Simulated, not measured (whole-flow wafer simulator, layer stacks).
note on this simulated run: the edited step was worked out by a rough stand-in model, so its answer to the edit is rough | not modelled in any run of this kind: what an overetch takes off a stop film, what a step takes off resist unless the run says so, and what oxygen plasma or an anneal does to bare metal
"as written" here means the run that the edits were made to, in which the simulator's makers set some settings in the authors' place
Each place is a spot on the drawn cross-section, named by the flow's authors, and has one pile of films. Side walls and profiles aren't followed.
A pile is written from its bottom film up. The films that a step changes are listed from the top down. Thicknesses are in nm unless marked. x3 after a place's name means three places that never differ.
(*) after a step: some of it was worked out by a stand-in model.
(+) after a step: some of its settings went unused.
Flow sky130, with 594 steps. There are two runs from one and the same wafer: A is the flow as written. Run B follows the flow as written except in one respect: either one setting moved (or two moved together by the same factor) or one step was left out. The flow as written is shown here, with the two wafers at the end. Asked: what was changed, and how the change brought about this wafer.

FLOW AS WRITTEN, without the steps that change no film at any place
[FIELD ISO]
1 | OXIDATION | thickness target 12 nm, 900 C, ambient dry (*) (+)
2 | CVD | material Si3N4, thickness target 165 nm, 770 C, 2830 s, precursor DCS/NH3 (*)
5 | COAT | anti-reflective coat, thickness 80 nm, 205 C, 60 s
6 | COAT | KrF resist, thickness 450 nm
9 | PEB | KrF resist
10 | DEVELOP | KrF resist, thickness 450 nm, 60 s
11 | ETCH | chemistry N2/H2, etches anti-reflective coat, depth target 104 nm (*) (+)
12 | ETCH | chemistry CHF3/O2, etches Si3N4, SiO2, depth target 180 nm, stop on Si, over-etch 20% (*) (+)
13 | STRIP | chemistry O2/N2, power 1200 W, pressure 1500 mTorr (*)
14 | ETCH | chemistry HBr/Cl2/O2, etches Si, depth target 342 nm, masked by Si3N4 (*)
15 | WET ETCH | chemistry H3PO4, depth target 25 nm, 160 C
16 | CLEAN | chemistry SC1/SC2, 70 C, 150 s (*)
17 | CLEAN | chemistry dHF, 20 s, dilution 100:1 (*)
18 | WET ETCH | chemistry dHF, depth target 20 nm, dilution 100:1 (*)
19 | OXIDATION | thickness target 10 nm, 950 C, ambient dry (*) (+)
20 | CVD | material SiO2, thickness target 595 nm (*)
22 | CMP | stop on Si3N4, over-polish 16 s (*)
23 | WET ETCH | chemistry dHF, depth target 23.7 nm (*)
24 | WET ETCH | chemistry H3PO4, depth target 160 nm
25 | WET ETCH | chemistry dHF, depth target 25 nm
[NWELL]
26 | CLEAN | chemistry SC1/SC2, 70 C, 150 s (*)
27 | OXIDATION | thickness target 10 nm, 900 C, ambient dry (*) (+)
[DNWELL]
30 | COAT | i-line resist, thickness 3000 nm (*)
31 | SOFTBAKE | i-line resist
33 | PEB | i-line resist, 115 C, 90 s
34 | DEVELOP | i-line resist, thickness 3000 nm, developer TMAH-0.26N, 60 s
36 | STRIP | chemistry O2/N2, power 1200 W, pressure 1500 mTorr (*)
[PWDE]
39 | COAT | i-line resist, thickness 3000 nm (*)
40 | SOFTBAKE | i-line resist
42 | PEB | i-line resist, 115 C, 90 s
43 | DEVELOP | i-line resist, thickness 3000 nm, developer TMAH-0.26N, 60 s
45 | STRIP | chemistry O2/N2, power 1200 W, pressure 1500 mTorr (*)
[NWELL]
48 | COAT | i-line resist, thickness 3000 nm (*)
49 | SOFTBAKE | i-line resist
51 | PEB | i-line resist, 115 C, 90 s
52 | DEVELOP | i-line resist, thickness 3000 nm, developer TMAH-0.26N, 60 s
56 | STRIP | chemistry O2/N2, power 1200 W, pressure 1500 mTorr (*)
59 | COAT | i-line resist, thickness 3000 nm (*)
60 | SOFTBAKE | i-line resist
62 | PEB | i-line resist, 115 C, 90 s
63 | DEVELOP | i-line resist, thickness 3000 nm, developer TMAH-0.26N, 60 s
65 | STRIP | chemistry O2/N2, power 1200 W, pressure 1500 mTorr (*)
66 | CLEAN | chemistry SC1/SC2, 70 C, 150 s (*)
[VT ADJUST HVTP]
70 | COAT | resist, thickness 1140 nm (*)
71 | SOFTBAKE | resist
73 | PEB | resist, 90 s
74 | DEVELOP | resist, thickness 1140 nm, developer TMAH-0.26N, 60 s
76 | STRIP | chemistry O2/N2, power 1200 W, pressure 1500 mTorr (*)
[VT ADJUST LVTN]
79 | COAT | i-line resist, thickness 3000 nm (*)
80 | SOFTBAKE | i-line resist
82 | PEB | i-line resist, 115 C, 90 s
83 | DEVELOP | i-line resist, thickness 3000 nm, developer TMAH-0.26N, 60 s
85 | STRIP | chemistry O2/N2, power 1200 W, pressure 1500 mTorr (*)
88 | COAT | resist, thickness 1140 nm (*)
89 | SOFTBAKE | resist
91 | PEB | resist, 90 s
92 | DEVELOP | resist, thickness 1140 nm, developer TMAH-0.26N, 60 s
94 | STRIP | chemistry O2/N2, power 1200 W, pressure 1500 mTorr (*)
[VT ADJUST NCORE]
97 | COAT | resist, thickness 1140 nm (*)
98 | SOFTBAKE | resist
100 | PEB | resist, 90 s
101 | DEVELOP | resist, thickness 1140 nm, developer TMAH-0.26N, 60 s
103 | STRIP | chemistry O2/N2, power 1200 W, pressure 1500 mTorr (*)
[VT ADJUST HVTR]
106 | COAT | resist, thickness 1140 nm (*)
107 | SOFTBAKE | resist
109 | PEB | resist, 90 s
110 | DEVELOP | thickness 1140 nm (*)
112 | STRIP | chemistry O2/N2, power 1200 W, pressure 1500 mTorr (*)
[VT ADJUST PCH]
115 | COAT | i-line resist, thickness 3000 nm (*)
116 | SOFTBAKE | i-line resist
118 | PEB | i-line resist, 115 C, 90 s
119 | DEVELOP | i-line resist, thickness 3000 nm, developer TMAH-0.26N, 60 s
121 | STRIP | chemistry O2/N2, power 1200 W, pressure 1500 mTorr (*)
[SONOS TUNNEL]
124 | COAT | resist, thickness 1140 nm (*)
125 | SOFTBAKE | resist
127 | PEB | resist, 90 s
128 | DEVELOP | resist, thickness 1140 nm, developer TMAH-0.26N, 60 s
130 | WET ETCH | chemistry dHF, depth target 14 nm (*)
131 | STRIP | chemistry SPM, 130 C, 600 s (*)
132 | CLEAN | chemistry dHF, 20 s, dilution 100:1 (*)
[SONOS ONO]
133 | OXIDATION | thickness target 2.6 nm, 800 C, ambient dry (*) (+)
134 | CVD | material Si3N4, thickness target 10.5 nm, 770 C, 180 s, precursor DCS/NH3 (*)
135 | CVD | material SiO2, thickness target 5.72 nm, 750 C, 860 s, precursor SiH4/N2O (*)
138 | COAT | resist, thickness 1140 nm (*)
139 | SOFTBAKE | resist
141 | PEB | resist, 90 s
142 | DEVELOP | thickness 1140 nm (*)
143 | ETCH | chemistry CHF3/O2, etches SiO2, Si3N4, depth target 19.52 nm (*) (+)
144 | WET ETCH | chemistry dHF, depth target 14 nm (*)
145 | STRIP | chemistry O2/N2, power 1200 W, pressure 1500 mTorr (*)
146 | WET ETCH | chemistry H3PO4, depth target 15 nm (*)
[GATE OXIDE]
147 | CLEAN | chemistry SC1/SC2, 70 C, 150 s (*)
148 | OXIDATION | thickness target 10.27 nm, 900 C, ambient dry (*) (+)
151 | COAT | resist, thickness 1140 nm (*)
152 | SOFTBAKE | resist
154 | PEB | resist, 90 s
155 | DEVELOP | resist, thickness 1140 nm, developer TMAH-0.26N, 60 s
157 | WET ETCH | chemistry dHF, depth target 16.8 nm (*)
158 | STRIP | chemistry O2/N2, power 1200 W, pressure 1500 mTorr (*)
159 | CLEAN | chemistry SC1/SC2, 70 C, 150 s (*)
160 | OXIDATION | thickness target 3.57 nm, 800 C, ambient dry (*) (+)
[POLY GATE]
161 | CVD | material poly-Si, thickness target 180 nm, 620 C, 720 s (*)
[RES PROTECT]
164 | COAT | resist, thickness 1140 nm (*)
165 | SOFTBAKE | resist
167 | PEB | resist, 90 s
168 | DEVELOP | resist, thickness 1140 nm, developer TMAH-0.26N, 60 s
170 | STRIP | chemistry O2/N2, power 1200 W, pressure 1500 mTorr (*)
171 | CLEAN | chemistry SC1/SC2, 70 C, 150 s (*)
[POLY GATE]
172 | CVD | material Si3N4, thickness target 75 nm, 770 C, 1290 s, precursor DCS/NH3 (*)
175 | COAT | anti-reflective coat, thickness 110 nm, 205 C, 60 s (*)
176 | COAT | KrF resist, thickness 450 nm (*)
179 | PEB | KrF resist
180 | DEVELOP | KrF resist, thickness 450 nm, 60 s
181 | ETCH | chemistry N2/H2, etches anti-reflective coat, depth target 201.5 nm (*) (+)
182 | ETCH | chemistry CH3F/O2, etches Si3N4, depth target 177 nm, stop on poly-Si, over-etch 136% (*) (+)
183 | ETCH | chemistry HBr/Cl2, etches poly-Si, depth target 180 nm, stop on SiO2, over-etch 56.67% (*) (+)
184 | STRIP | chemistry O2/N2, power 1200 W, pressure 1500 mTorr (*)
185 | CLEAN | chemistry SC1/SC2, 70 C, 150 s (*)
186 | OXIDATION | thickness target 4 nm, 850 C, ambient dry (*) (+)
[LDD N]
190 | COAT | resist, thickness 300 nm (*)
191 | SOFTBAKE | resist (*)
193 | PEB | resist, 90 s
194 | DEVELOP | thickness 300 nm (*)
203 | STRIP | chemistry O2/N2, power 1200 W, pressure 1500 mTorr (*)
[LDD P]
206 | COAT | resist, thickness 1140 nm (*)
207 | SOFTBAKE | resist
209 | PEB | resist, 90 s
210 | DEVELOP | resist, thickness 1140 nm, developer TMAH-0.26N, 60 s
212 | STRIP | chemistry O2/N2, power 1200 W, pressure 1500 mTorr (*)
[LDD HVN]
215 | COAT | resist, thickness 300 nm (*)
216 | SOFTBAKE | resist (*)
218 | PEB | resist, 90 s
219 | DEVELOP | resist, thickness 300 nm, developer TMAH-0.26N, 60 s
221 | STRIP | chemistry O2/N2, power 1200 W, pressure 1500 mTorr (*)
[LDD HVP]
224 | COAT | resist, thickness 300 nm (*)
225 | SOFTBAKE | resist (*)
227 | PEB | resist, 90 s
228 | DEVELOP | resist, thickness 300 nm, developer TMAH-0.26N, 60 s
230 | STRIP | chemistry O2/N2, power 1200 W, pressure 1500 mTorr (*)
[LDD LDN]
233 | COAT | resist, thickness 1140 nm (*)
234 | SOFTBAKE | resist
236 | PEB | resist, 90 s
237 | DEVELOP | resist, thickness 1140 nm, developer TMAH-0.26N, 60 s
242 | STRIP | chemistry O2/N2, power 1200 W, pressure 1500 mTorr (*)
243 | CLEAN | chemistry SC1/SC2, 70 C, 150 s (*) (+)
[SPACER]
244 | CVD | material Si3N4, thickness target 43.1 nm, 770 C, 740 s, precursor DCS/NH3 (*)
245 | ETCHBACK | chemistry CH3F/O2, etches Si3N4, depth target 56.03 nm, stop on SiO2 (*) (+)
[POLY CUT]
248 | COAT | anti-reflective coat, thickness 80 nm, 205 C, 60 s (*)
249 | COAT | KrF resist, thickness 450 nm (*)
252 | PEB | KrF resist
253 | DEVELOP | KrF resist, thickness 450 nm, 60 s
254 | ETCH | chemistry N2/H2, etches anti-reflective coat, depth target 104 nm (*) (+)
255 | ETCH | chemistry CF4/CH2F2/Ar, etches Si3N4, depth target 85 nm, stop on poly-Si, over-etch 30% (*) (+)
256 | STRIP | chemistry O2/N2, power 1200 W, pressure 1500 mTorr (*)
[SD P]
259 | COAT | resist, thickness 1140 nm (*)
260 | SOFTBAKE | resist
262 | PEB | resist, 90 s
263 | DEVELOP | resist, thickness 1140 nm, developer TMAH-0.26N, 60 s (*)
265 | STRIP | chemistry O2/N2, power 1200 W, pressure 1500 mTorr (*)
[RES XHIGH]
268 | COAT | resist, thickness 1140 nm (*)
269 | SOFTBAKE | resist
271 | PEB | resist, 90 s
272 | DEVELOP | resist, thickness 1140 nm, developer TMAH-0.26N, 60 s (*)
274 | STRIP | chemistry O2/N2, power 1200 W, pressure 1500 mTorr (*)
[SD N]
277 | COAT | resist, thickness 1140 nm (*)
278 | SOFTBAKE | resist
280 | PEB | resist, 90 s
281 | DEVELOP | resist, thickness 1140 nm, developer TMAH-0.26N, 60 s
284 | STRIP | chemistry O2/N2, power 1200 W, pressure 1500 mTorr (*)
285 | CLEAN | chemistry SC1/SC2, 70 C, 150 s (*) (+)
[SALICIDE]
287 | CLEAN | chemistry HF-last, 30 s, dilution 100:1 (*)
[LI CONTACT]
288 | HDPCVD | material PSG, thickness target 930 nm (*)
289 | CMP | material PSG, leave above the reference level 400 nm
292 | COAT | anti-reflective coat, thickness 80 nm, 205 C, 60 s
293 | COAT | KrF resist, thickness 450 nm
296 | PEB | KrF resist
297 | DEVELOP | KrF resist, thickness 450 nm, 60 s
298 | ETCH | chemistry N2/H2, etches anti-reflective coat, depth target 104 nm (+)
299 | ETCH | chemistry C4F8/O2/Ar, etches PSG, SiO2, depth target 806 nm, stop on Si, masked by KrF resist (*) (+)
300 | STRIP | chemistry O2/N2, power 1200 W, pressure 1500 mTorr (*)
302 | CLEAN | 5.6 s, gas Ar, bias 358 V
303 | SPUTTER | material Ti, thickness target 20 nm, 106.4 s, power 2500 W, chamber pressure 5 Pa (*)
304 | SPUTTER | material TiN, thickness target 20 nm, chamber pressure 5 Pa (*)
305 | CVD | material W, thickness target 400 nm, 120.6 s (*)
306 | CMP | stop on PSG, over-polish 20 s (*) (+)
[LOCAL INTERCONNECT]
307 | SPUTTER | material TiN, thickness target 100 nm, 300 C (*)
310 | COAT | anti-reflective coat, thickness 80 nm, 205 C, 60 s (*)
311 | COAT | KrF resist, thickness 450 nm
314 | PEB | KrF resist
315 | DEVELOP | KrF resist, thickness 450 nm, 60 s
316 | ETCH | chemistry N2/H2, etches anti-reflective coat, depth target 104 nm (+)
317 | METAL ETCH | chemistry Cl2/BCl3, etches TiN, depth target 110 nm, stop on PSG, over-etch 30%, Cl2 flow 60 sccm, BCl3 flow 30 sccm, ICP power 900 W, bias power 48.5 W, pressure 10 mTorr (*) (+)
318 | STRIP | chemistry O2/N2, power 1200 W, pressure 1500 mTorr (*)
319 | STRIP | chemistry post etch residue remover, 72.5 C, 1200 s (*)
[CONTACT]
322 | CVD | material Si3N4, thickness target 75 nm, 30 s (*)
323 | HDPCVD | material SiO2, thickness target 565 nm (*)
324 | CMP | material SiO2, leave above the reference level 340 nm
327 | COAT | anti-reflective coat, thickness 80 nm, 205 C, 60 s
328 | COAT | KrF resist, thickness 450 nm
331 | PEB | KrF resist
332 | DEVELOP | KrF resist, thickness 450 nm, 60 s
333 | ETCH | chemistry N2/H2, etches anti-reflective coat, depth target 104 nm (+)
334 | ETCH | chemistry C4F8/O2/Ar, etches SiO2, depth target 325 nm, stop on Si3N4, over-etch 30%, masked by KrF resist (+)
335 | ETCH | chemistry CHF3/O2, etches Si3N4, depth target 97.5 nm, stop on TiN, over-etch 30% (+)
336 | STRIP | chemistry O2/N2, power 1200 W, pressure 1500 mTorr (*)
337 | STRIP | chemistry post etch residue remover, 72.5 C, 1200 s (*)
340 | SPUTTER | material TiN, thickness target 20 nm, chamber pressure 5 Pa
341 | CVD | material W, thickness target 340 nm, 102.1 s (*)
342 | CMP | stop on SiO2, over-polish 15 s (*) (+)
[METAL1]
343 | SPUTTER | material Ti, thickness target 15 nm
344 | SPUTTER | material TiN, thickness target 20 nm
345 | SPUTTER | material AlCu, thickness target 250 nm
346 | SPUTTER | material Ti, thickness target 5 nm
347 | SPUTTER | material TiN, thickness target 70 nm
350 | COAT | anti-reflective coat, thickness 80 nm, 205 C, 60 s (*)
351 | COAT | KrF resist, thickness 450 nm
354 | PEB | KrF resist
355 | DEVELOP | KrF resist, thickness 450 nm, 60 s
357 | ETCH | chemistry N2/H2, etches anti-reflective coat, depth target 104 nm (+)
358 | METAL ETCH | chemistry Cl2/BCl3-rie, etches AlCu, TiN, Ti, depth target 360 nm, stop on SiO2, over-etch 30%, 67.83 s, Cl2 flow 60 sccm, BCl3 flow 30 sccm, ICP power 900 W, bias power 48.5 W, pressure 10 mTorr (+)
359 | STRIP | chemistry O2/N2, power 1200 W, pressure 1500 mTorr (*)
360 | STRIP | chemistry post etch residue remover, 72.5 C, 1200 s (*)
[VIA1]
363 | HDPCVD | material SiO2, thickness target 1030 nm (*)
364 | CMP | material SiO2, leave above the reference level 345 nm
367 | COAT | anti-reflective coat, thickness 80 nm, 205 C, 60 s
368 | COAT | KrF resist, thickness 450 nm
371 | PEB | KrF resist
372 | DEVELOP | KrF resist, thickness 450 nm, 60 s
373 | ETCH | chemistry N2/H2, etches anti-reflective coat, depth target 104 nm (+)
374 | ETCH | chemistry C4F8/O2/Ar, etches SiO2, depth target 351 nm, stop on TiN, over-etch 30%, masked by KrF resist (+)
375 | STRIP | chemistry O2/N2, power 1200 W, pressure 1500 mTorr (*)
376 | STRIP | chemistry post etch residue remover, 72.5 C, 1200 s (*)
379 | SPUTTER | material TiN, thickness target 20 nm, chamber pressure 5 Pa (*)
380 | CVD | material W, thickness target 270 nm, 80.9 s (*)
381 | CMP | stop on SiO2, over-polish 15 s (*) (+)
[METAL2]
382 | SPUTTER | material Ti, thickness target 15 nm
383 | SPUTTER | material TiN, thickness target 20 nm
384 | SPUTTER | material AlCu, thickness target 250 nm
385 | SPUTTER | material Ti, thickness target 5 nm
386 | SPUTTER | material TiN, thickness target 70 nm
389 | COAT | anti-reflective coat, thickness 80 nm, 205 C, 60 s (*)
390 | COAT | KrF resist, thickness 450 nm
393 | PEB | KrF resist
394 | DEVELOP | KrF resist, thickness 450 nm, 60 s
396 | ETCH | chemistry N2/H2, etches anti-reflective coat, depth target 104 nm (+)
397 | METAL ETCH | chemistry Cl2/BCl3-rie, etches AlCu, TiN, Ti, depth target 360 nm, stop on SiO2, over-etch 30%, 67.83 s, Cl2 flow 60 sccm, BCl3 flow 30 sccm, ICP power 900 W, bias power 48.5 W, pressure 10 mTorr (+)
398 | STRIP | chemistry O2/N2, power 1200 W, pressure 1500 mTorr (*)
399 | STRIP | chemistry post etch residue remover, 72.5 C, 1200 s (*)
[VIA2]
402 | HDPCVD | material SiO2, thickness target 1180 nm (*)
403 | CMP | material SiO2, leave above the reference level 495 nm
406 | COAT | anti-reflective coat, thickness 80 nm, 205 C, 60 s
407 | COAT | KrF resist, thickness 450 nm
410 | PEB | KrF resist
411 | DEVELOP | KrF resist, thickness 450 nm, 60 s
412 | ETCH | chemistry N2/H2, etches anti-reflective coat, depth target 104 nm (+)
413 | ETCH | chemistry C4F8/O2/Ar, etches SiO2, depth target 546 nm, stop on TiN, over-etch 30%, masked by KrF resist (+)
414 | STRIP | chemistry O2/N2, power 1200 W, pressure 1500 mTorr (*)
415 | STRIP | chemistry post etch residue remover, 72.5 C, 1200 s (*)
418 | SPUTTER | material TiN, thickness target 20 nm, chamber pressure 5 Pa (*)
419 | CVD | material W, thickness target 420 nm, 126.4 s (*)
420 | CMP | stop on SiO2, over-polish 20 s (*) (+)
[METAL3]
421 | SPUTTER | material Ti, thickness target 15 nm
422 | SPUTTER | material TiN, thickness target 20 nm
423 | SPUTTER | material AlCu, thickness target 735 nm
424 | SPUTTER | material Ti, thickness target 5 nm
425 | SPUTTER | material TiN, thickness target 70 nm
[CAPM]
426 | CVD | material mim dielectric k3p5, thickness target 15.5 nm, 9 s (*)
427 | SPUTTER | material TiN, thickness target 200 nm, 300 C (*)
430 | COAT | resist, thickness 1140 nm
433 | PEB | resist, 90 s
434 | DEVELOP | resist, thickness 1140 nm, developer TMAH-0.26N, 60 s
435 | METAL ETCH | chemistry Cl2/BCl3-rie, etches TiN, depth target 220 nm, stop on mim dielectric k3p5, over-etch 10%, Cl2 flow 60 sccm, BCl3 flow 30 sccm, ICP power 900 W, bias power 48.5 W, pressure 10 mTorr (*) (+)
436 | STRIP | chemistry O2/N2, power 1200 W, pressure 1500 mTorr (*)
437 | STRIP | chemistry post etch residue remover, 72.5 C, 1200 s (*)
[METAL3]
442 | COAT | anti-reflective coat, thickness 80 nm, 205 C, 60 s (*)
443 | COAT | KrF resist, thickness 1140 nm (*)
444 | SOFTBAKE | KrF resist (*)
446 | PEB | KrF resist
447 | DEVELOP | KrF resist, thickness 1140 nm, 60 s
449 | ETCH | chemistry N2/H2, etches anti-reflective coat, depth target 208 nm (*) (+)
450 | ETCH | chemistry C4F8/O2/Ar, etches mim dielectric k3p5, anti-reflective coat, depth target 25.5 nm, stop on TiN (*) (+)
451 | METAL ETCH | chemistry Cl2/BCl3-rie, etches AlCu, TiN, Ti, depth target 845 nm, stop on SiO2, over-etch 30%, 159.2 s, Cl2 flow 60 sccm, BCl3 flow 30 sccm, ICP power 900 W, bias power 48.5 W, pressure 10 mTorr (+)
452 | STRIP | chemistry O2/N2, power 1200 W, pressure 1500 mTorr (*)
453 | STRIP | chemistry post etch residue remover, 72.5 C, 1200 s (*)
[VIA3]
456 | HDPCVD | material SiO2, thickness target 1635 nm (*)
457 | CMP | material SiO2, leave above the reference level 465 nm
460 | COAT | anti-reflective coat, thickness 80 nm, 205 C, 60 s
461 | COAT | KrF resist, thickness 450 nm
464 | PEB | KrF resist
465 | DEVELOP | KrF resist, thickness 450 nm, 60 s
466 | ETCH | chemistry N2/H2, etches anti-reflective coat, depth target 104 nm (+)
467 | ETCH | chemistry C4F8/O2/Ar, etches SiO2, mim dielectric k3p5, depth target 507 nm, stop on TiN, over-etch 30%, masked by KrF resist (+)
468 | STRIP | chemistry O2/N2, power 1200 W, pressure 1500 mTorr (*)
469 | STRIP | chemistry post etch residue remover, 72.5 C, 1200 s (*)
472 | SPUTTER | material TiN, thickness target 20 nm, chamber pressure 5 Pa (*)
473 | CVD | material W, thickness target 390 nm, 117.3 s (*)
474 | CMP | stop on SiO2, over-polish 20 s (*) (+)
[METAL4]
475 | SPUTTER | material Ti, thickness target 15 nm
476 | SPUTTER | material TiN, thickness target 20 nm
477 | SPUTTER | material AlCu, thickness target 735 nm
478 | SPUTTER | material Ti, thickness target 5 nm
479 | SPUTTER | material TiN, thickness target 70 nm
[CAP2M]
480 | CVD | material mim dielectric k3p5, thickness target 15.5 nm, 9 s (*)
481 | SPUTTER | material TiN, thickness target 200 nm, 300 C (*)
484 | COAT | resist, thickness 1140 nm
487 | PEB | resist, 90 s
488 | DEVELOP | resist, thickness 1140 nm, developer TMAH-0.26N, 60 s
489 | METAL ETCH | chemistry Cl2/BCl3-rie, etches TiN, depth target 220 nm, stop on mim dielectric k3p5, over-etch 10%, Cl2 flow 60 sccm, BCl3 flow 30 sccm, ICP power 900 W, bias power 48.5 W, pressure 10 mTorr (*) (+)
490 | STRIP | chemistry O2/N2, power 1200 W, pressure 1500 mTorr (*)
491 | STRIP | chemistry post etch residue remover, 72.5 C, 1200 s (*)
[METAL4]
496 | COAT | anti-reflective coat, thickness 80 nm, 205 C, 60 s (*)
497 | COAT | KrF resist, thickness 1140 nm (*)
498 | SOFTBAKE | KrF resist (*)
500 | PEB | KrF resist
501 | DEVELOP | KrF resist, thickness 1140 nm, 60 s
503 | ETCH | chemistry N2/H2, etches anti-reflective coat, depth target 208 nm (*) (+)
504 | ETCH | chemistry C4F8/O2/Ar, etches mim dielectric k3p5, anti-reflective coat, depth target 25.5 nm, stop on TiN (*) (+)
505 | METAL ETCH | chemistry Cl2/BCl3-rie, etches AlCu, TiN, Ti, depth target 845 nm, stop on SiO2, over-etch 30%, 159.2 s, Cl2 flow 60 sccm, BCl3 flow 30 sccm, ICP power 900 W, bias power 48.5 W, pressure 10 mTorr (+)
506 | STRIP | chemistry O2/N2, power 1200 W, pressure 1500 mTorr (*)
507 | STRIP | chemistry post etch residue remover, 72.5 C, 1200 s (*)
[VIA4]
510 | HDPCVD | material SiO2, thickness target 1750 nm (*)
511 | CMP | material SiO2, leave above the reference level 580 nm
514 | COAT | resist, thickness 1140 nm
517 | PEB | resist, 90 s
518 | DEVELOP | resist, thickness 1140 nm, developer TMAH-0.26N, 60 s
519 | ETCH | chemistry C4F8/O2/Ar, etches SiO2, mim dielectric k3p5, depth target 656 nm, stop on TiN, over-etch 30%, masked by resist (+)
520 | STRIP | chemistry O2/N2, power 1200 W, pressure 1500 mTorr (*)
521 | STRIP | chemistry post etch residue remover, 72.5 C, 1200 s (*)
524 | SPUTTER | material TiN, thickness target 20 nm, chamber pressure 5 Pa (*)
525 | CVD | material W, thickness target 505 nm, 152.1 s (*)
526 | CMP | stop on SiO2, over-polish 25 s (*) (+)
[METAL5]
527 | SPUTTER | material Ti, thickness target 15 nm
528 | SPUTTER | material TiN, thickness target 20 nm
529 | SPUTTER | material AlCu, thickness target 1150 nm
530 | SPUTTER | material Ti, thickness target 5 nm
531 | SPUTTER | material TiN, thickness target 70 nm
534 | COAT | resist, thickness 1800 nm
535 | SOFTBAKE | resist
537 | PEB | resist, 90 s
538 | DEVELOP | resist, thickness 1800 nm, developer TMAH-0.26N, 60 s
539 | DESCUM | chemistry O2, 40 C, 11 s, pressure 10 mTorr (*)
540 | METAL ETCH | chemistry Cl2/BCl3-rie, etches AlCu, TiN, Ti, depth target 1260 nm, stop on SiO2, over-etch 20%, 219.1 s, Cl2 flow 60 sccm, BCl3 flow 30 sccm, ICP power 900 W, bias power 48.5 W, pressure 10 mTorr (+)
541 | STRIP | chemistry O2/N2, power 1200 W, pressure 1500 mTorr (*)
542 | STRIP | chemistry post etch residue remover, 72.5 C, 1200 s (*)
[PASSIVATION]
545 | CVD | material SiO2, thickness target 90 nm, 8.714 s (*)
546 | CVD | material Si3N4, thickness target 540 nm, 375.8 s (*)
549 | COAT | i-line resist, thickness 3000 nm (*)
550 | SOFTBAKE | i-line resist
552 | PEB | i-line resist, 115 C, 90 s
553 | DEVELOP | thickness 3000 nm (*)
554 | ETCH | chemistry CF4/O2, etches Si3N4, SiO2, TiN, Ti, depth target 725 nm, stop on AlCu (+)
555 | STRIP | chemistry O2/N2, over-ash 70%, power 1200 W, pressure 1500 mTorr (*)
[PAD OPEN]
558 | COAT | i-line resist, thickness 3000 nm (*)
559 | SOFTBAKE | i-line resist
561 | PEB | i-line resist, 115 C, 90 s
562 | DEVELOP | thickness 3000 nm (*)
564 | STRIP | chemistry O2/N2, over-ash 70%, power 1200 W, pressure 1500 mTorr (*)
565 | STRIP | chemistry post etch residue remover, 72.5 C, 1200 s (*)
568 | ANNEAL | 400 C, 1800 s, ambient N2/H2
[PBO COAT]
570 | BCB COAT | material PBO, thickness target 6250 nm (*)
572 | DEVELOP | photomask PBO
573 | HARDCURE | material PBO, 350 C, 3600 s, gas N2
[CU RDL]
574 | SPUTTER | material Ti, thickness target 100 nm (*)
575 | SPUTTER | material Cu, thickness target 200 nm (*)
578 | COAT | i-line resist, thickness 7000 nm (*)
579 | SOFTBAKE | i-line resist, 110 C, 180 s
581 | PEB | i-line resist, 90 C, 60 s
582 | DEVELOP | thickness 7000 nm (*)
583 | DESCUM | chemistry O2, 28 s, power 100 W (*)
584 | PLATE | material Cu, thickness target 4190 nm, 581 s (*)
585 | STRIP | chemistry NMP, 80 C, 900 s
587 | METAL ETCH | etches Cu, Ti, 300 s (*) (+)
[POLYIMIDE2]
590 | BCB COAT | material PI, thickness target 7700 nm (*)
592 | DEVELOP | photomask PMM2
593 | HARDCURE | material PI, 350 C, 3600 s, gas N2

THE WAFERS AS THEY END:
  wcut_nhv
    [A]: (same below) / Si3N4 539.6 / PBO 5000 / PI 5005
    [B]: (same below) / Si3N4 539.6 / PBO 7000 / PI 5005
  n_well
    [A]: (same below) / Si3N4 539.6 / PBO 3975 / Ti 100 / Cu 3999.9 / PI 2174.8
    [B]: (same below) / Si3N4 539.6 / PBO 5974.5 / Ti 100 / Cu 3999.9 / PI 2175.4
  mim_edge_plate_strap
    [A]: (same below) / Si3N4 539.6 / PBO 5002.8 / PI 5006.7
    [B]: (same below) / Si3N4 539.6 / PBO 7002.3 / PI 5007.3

The reason: step 570, BCB COAT: thickness target 8750 nm was run, whereas the flow has thickness target 6250 nm.

Step by step, how the change led to this:
  570 | BCB COAT | material PBO, thickness target 6250 nm (*)
      dice_street, vpp_sp, vpp_ln and 71 more: A +6250 PBO (new film) | B +8750 PBO (new film)
      n_well, p_well, sd_n, sd_p: A +4968.7 PBO (new film) | B +7468.1 PBO (new film)
      (and at 115 other places as well)
  572 | DEVELOP | photomask PBO
      pad: A -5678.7 PBO (all of it) | B -8178 PBO (all of it)
  573 | HARDCURE | material PBO, 350 C, 3600 s, gas N2
      dice_street, vpp_sp, vpp_ln and 71 more: A -1250 PBO | B -1750 PBO
      vpp_tail, gate_hv_sd, active_hv5, spacer_hv5, gate_p_g5v0_sd, active_p_g5v0, spacer_p_g5v0, field_nw_hv: A -1251.4 PBO | B -1751.3 PBO
      (and at 110 other places as well)
  578 | COAT | i-line resist, thickness 7000 nm (*)
      pad: A +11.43 um i-line resist (new film) | B +13.43 um i-line resist (new film)
  579 | SOFTBAKE | i-line resist, 110 C, 180 s
      iso_guard: A +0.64 i-line resist | B -1.96 i-line resist
      npn_par_e: A +0.35 i-line resist | B -2.08 i-line resist
      (and at 94 other places as well)
  581 | PEB | i-line resist, 90 C, 60 s
      pad: A -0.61 i-line resist | B -1.26 i-line resist
  582 | DEVELOP | thickness 7000 nm (*)
      pad: A -11.43 um i-line resist (all of it) | B -13.43 um i-line resist (all of it)
  590 | BCB COAT | material PI, thickness target 7700 nm (*)
      pad: A +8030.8 PI (new film) | B +10.03 um PI (new film)
  592 | DEVELOP | photomask PMM2
      pad: A -8030.8 PI (all of it) | B -10.03 um PI (all of it)
